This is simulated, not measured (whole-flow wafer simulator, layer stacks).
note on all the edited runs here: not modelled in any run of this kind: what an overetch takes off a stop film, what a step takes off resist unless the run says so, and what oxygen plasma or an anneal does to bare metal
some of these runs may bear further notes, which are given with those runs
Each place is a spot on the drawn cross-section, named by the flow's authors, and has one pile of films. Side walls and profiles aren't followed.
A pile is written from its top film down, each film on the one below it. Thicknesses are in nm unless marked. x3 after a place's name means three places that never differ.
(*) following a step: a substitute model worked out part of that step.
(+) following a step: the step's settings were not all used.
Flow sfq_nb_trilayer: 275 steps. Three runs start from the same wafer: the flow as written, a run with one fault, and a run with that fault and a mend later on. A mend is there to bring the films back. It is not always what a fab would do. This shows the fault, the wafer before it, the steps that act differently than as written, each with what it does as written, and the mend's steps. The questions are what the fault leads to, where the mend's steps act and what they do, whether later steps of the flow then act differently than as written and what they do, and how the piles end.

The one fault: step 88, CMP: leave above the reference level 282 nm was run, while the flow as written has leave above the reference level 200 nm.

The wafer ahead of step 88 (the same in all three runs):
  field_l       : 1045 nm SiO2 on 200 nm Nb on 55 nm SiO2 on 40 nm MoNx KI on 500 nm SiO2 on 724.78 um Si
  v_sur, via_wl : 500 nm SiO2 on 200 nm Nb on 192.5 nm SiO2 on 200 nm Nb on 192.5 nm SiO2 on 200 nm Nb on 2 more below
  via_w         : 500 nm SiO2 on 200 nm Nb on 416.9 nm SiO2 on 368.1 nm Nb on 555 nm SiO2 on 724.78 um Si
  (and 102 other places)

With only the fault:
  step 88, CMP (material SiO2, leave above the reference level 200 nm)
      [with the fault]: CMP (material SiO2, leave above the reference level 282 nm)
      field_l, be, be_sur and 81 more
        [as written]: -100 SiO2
        [with the fault]: -18 SiO2
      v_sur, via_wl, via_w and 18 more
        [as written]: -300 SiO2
        [with the fault]: -218 SiO2
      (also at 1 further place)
  Steps further on in the flow that do not act as written (not shown: 4 more steps that differ only slightly, by at most 2% or 0.5 nm, whichever is larger):
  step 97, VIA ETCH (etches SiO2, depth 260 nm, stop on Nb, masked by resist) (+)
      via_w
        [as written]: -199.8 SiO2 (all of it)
        [with the fault]: -260 SiO2
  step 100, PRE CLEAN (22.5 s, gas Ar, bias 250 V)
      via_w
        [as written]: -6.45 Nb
        [with the fault]: -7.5 SiO2
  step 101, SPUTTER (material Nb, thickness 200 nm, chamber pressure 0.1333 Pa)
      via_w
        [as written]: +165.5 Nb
        [with the fault]: +152.6 Nb (new film)
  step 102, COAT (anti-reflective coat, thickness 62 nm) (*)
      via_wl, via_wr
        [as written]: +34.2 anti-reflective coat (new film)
        [with the fault]: +23 anti-reflective coat (new film)
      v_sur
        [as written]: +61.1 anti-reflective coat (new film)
        [with the fault]: +55.7 anti-reflective coat (new film)
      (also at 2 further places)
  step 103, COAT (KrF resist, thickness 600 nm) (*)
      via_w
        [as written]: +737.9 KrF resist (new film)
        [with the fault]: +794 KrF resist (new film)
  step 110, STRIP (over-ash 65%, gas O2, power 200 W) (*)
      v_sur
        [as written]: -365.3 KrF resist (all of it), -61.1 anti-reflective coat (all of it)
        [with the fault]: -362.3 KrF resist (all of it), -55.7 anti-reflective coat (all of it)
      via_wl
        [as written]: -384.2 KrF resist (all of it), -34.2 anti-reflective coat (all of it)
        [with the fault]: -383.9 KrF resist (all of it), -23 anti-reflective coat (all of it)
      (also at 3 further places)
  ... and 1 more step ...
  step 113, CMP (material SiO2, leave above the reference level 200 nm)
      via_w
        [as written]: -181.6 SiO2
        [with the fault]: -157.1 SiO2
  By the end, the piles at field_l, v_sur, via_wl and 103 more depart from the flow's by more than 2% or 0.5 nm, whichever is larger.
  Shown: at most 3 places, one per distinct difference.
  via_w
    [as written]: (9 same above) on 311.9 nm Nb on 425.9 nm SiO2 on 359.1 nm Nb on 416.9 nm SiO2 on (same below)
    [with the fault]: (9 same above) on 311.9 nm Nb on 500.1 nm SiO2 on 152.6 nm Nb on 14.3 nm SiO2 on 200 nm Nb on 416.9 nm SiO2 on (same below)
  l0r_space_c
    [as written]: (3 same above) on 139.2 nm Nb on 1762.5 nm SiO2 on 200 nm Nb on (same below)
    [with the fault]: (3 same above) on 139.2 nm Nb on 1844.5 nm SiO2 on 200 nm Nb on (same below)
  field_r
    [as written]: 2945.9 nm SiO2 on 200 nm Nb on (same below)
    [with the fault]: 3027.9 nm SiO2 on 200 nm Nb on (same below)

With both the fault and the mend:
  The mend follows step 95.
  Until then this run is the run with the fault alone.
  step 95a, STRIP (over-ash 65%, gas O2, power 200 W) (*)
      field_l, v_sur, via_wl and 102 more
        -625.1 KrF resist (all of it), -62 anti-reflective coat (all of it)
      via_w
        -62 anti-reflective coat (all of it)
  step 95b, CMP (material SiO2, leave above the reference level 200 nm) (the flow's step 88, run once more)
      field_l, v_sur, via_wl and 103 more
        -82 SiO2
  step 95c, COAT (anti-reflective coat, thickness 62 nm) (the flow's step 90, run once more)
      field_l, v_sur, via_wl and 103 more
        +62 anti-reflective coat (new film)
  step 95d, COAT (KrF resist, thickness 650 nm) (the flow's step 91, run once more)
      field_l, v_sur, via_wl and 103 more
        +650 KrF resist (new film)
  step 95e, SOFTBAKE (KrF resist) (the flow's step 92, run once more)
      does not change any film at any place that is followed
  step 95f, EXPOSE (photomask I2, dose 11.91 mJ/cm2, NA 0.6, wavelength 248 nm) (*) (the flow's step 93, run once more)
      does not change any film at any place that is followed
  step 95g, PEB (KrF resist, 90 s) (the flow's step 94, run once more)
      field_l, v_sur, via_wl and 103 more
        -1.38 KrF resist
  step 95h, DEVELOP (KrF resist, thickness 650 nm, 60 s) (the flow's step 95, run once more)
      field_l, v_sur, via_wl and 102 more
        -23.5 KrF resist
      via_w
        -648.6 KrF resist (all of it)
  None of the later steps of the flow acts differently than as written at any place that is followed.
  The piles end the same as the flow's at every place that both follow.
